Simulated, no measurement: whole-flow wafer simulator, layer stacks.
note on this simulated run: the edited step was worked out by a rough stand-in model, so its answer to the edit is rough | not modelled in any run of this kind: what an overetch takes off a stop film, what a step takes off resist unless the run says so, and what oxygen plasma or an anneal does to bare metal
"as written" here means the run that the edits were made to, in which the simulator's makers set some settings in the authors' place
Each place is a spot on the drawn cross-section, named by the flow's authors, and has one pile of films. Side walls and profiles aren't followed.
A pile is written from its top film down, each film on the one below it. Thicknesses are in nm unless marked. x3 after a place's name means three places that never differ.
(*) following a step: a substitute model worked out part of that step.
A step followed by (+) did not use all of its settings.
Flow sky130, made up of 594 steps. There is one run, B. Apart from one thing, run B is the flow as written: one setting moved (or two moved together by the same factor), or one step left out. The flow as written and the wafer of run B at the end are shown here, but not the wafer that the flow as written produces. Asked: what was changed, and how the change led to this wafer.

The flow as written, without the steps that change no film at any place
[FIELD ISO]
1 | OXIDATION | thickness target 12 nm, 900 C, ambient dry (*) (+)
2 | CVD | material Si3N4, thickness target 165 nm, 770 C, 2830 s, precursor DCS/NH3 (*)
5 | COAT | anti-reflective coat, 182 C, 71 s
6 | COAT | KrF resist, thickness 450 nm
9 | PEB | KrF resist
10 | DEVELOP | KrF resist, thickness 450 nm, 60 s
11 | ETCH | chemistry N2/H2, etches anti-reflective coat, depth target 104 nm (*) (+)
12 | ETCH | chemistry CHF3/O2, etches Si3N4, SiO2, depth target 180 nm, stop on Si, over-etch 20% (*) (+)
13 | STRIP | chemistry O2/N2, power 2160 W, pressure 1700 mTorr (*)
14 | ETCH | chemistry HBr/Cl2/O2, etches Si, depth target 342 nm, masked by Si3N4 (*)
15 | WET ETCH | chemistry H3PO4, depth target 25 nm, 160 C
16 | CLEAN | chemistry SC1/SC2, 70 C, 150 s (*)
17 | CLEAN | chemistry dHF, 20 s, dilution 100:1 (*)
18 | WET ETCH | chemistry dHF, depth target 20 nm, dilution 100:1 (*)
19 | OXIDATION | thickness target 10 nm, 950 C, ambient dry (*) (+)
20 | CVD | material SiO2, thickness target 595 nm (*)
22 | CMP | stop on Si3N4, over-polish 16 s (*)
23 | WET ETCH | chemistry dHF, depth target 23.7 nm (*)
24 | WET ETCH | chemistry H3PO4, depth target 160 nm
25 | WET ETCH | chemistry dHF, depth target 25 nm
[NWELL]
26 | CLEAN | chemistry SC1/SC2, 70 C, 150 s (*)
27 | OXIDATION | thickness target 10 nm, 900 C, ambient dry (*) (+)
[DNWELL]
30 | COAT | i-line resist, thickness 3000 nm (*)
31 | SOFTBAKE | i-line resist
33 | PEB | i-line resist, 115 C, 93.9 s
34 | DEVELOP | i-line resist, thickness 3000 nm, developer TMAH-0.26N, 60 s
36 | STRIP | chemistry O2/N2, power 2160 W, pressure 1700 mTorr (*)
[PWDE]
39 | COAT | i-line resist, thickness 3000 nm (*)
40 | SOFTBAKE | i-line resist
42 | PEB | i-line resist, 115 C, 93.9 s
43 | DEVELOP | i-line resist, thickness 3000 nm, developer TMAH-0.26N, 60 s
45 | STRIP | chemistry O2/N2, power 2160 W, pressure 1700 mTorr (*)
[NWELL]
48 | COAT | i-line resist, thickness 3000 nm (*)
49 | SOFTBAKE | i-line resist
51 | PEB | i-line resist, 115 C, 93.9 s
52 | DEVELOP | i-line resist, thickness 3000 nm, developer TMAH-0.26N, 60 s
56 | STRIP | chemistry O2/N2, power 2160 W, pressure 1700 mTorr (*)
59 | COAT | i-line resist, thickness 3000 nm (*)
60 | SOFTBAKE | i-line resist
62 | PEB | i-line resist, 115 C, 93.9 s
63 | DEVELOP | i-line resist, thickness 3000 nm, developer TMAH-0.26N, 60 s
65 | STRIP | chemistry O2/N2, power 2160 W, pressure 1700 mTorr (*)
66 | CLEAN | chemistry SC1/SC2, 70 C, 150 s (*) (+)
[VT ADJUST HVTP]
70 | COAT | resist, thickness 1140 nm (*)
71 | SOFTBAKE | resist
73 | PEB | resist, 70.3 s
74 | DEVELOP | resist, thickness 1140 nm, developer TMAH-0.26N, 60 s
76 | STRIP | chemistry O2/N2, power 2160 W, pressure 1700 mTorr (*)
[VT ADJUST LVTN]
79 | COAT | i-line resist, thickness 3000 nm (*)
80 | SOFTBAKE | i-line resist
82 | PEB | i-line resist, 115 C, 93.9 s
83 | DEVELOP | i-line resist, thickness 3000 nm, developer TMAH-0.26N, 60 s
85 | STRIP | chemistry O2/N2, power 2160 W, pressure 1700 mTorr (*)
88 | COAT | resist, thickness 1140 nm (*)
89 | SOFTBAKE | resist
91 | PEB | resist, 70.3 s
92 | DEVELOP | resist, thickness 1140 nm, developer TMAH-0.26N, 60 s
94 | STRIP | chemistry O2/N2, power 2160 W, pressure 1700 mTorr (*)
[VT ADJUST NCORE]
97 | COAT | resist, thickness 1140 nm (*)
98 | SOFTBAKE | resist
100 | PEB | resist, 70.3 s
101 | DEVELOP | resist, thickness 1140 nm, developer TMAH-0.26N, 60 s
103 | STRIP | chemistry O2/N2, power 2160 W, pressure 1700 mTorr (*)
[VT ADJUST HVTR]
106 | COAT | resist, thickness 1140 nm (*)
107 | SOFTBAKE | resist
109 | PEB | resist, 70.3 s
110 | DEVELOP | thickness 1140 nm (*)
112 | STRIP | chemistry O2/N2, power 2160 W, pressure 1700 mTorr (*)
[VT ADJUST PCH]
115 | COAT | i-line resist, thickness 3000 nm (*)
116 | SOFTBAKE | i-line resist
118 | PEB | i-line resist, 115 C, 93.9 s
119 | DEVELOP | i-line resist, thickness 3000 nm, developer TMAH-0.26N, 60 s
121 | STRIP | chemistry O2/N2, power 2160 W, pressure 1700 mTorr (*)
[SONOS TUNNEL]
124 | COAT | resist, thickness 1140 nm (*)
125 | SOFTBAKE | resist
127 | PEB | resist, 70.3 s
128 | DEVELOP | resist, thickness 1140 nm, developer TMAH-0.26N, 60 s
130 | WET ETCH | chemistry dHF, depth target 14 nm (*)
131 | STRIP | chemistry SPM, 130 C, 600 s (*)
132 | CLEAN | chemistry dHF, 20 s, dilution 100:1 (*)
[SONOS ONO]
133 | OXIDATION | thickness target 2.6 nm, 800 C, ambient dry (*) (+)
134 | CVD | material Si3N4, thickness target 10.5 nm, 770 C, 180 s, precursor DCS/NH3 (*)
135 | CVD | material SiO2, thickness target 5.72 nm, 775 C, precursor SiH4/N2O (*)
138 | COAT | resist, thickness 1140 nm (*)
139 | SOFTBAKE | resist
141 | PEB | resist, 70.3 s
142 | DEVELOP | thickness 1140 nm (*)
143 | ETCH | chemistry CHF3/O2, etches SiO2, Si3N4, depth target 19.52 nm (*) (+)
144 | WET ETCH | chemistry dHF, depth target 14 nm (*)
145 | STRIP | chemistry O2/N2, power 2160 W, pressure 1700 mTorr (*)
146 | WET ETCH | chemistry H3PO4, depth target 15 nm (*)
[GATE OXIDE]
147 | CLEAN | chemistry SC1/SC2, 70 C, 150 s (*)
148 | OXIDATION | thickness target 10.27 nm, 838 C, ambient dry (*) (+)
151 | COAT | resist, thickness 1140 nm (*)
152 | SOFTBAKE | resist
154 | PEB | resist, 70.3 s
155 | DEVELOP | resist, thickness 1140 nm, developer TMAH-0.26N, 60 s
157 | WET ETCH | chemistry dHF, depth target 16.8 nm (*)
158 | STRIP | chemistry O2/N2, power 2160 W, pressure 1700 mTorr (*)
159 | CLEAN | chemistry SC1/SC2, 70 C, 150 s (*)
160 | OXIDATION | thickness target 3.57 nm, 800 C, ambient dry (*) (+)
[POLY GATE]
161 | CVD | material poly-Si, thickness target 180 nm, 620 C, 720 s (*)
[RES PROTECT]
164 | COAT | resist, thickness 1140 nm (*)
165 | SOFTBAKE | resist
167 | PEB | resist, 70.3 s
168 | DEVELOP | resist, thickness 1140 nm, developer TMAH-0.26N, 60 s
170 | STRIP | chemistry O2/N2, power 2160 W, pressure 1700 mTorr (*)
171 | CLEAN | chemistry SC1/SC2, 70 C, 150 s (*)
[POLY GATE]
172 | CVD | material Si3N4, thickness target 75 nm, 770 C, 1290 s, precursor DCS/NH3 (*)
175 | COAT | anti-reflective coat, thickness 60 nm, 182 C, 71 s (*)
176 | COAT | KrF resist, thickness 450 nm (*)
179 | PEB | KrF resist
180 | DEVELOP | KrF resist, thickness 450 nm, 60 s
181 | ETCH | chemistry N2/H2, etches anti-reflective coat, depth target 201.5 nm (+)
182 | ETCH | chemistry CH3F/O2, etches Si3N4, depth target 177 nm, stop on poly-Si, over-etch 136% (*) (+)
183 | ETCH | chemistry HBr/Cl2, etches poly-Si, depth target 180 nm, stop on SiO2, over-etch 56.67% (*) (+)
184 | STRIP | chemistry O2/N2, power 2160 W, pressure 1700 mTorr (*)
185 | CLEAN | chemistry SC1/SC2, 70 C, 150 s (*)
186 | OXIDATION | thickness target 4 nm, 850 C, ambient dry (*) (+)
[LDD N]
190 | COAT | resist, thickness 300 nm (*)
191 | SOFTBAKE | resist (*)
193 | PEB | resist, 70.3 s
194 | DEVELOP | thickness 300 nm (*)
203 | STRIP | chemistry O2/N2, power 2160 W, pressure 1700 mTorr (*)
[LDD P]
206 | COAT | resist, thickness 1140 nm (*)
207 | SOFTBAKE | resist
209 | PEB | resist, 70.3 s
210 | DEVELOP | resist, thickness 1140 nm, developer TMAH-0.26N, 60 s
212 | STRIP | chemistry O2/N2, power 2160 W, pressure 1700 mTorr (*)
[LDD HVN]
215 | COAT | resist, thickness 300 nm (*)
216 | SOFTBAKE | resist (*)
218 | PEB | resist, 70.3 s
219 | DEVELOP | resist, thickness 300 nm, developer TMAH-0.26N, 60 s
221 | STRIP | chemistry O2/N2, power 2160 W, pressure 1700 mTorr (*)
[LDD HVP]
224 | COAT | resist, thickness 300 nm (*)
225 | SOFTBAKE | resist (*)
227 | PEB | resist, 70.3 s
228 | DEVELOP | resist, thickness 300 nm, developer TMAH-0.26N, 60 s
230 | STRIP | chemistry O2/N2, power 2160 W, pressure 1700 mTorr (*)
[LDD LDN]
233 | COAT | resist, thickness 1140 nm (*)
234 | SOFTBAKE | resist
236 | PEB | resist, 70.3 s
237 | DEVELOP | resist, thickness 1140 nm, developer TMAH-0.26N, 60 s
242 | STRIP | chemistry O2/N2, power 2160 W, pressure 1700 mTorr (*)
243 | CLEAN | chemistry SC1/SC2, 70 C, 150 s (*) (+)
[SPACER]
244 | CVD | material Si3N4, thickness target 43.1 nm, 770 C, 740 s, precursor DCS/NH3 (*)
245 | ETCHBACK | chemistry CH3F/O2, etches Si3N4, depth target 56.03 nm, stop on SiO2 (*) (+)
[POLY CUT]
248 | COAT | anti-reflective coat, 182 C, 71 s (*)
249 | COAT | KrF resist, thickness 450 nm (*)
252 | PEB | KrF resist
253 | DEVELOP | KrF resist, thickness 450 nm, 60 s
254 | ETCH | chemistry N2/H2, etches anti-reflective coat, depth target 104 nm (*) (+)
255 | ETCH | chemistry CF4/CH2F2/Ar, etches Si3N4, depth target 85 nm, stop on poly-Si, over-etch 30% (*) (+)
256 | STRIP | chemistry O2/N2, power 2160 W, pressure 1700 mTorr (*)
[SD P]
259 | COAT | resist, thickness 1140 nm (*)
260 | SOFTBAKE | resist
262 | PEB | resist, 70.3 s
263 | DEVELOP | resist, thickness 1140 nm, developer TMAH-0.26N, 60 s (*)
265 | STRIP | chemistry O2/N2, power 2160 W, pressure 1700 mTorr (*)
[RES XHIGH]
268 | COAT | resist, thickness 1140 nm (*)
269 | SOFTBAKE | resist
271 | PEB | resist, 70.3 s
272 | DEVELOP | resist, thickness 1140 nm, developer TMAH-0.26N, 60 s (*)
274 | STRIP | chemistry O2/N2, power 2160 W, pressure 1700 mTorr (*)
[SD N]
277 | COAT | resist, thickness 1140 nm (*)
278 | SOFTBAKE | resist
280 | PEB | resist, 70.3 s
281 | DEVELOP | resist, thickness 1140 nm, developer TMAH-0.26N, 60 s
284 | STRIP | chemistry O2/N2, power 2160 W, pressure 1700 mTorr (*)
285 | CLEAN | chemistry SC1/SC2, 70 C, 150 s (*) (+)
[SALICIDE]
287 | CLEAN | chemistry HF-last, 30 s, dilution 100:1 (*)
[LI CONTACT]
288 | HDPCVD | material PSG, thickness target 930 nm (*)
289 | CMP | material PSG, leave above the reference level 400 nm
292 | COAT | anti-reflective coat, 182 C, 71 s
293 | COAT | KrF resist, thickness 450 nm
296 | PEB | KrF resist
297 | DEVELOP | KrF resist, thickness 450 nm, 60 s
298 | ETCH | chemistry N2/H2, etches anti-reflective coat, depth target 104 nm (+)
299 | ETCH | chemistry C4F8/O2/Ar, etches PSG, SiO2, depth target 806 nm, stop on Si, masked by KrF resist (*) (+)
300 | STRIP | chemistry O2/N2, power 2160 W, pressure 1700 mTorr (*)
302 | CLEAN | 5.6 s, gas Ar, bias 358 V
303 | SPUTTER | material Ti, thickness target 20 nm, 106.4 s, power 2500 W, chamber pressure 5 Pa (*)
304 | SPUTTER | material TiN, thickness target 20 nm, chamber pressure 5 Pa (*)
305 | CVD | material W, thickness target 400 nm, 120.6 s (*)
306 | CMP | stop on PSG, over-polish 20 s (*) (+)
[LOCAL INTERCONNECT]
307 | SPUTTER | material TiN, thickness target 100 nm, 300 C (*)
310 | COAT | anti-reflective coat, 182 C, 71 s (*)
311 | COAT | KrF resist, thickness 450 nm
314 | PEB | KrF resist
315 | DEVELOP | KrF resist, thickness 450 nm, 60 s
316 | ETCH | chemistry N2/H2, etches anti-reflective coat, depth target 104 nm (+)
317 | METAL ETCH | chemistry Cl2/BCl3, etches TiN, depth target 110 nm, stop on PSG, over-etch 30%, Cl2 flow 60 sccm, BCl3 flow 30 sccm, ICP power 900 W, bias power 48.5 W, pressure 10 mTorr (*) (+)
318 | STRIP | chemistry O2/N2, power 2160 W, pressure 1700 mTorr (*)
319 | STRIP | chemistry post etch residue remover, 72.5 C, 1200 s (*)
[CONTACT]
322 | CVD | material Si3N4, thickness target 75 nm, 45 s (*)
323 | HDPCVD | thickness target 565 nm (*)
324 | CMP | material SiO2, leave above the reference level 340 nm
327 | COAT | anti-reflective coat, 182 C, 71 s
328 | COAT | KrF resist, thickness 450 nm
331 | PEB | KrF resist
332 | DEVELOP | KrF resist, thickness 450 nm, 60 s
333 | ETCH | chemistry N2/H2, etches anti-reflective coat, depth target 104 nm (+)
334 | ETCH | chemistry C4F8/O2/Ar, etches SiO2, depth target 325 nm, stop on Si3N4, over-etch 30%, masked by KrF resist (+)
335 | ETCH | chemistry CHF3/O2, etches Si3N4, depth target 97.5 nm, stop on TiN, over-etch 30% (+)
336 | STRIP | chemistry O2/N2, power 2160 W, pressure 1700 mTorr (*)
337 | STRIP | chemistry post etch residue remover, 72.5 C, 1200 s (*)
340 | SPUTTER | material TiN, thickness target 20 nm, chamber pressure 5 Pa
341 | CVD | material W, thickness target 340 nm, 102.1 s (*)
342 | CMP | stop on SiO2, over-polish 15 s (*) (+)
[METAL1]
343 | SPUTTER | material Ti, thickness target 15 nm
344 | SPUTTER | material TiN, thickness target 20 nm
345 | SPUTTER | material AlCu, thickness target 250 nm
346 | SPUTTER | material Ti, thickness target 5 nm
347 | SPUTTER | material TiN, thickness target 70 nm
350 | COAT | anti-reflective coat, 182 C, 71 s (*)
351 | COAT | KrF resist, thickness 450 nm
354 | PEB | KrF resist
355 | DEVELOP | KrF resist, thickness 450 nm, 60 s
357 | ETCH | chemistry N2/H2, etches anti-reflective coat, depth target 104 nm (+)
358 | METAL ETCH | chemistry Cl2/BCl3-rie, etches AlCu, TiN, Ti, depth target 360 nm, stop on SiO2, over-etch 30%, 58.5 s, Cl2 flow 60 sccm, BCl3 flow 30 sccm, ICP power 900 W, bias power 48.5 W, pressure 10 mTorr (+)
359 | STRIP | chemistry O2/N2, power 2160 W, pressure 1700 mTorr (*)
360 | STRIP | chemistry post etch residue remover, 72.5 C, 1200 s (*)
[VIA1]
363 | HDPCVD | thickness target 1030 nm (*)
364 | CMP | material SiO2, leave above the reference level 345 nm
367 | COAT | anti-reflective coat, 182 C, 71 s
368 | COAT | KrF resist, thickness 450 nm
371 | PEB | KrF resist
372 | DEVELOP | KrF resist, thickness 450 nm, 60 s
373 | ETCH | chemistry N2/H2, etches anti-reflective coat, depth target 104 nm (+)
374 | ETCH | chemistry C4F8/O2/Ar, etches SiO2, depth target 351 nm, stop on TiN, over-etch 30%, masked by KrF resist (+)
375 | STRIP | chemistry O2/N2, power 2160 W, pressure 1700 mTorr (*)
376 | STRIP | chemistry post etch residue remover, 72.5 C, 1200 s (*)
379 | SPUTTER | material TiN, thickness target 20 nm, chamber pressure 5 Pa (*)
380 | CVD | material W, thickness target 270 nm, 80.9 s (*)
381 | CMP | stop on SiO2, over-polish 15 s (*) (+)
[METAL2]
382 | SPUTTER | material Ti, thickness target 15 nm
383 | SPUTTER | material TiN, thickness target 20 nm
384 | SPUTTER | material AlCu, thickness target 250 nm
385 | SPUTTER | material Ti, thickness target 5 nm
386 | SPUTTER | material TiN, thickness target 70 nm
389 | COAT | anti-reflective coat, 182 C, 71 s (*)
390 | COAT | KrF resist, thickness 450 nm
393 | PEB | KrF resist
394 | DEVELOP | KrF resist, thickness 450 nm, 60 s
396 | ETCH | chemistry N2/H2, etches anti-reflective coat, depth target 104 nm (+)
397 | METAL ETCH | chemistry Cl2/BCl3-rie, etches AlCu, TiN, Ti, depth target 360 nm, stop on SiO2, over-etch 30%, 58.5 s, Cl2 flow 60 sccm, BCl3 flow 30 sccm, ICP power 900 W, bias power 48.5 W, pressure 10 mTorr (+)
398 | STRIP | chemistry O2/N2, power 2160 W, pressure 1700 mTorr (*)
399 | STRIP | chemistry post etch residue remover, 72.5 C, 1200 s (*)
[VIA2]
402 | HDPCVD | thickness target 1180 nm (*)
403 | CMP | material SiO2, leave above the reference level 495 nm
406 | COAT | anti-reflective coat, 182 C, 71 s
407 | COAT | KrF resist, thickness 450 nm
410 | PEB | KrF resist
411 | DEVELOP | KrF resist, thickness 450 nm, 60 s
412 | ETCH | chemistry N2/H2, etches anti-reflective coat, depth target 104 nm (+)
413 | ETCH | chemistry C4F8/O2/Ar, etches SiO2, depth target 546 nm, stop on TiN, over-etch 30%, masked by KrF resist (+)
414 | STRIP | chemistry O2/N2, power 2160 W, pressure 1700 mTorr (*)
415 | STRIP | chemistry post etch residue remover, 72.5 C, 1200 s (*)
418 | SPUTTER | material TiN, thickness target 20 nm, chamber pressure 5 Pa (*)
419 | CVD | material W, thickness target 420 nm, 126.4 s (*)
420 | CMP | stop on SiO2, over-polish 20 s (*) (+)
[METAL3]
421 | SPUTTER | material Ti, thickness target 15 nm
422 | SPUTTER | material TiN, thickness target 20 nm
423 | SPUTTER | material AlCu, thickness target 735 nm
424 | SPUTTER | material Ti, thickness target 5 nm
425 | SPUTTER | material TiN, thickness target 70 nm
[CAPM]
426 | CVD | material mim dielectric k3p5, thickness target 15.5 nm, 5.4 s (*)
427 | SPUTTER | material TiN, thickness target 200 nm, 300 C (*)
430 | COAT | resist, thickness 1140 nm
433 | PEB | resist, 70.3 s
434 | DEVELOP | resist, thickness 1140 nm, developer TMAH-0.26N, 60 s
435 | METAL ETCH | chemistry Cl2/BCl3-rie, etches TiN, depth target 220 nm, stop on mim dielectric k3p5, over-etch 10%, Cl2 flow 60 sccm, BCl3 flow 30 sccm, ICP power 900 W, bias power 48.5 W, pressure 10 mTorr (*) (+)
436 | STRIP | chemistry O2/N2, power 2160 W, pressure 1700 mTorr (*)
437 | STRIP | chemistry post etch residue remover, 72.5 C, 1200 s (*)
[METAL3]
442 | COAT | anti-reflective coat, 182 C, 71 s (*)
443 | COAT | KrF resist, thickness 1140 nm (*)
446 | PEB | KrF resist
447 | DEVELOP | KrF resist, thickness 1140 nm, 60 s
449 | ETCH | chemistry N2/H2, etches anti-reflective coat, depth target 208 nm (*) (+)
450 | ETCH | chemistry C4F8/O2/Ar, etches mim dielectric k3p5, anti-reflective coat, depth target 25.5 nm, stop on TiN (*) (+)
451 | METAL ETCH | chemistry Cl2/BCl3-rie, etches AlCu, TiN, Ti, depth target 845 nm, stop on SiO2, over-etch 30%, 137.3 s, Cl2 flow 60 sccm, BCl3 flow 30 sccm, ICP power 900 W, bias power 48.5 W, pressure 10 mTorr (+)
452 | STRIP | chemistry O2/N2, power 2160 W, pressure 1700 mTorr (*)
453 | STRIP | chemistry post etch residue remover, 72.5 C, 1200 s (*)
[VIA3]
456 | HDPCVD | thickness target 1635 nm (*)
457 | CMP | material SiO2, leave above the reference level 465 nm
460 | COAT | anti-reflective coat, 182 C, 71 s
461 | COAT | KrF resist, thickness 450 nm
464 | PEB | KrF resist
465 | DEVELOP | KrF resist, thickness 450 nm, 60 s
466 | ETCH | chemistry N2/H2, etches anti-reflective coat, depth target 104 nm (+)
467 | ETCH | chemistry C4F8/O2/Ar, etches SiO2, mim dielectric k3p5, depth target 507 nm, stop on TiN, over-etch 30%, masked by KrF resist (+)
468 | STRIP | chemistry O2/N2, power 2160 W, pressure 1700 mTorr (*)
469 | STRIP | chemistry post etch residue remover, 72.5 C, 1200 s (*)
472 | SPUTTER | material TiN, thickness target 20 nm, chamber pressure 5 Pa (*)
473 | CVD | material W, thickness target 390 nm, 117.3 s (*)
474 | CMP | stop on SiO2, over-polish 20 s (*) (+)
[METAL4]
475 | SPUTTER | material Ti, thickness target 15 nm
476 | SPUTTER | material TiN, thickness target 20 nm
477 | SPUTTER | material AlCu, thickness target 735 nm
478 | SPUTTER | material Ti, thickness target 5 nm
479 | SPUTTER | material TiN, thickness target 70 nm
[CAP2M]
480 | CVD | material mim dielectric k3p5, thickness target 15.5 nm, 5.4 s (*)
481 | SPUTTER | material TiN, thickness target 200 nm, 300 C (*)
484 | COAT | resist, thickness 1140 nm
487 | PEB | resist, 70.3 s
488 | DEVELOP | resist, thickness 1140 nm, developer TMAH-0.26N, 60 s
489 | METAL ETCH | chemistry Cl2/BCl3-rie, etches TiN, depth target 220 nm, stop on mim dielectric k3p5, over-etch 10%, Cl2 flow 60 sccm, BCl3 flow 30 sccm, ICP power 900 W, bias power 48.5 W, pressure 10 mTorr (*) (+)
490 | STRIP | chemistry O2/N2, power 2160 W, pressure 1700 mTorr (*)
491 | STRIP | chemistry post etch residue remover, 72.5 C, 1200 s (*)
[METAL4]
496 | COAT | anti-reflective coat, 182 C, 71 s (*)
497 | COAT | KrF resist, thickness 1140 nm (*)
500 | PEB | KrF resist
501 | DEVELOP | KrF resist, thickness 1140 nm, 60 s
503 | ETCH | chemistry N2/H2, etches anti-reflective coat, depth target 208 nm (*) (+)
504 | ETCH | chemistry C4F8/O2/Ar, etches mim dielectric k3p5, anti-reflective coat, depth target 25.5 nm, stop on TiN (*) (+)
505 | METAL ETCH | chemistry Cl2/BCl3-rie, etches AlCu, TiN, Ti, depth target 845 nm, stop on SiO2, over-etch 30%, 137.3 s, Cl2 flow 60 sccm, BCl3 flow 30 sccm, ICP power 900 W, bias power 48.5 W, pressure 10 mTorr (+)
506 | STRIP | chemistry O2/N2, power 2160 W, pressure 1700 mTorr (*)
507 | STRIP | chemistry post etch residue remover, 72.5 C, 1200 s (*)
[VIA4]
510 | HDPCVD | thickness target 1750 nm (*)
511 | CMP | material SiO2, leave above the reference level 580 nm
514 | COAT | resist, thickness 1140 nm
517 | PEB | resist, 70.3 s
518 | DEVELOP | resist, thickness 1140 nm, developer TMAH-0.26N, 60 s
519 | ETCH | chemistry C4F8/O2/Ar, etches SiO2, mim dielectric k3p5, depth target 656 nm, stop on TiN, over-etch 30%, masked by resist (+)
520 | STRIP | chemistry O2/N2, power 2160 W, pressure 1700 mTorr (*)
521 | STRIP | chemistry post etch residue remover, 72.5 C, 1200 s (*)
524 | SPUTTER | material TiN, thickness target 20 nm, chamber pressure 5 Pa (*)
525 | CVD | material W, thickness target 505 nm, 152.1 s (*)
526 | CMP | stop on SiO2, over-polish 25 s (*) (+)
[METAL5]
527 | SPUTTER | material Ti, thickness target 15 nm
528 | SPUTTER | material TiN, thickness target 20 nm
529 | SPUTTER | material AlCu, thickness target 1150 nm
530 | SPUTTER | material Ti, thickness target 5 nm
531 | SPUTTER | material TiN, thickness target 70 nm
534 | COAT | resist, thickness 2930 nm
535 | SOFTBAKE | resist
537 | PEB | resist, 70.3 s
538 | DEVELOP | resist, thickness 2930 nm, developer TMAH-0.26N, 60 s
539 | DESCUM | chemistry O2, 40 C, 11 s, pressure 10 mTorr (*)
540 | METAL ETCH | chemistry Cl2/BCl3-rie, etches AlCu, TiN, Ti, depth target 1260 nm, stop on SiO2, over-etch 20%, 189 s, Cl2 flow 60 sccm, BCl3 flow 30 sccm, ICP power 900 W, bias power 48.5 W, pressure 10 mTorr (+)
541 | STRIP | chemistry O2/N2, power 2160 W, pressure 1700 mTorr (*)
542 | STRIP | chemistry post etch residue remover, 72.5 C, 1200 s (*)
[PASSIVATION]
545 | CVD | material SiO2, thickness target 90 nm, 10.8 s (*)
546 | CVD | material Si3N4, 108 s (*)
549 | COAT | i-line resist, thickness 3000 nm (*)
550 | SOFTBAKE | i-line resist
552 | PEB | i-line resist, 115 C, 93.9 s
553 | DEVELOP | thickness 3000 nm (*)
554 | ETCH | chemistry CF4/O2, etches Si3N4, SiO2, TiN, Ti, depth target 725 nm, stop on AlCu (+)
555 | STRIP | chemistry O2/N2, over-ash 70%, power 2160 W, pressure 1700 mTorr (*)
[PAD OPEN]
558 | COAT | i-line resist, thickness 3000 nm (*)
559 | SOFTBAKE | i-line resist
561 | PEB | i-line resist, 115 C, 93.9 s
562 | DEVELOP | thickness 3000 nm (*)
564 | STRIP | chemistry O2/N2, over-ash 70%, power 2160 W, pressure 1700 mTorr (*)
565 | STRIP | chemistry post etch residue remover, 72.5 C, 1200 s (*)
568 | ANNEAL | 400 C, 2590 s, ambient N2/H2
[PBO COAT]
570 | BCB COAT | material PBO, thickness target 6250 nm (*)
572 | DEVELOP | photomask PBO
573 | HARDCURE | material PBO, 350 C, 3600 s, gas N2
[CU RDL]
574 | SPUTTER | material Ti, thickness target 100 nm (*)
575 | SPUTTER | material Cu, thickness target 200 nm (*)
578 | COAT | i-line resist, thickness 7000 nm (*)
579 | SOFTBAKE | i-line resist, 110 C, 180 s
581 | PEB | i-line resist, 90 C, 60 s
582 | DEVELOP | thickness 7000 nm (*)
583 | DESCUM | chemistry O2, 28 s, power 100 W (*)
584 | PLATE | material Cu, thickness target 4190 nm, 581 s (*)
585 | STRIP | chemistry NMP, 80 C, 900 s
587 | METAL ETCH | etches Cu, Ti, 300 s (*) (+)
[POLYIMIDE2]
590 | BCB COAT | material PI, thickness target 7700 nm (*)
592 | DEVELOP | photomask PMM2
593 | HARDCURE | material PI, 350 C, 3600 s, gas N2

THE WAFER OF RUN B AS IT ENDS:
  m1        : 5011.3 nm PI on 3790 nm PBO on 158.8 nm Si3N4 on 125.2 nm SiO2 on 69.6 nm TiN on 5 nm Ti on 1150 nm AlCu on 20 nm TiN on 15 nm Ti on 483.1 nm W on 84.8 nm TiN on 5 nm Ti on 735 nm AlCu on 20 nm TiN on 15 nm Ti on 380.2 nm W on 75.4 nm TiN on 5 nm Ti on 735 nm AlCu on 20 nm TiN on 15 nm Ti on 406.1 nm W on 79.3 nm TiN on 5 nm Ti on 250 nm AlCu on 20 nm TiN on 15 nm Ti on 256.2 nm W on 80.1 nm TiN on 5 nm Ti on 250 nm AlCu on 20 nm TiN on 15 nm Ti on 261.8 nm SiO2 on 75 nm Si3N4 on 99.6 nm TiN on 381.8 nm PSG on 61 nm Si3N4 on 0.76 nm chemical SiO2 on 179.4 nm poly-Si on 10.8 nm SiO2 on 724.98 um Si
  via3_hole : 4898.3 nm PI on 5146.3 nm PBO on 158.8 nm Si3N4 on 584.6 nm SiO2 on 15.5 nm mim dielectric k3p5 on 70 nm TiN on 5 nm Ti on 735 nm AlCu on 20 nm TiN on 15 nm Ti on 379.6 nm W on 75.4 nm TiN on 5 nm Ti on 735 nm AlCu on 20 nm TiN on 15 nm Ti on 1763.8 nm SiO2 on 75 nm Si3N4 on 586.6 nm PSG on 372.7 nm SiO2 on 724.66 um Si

The reason: step 472, SPUTTER: thickness target 11 nm was run, whereas the flow has thickness target 20 nm.

The path from the change to this, step by step:
  472 | SPUTTER | material TiN, thickness target 20 nm, chamber pressure 5 Pa (*)
      field, active, n_well and 187 more: +11 TiN (new film) (as written it would have been: +20 TiN (new film))
      m1, via3_hole: +5.83 TiN (as written it would have been: +10.6 TiN)
  474 | CMP | stop on SiO2, over-polish 20 s (*) (+)
      field, active, n_well and 187 more: -390 W (all of it), -11 TiN (all of it), -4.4 SiO2 (as written it would have been: -390 W (all of it), -20 TiN (all of it), -4.4 SiO2)
      m1, via3_hole: -406 W (as written it would have been: -415 W)
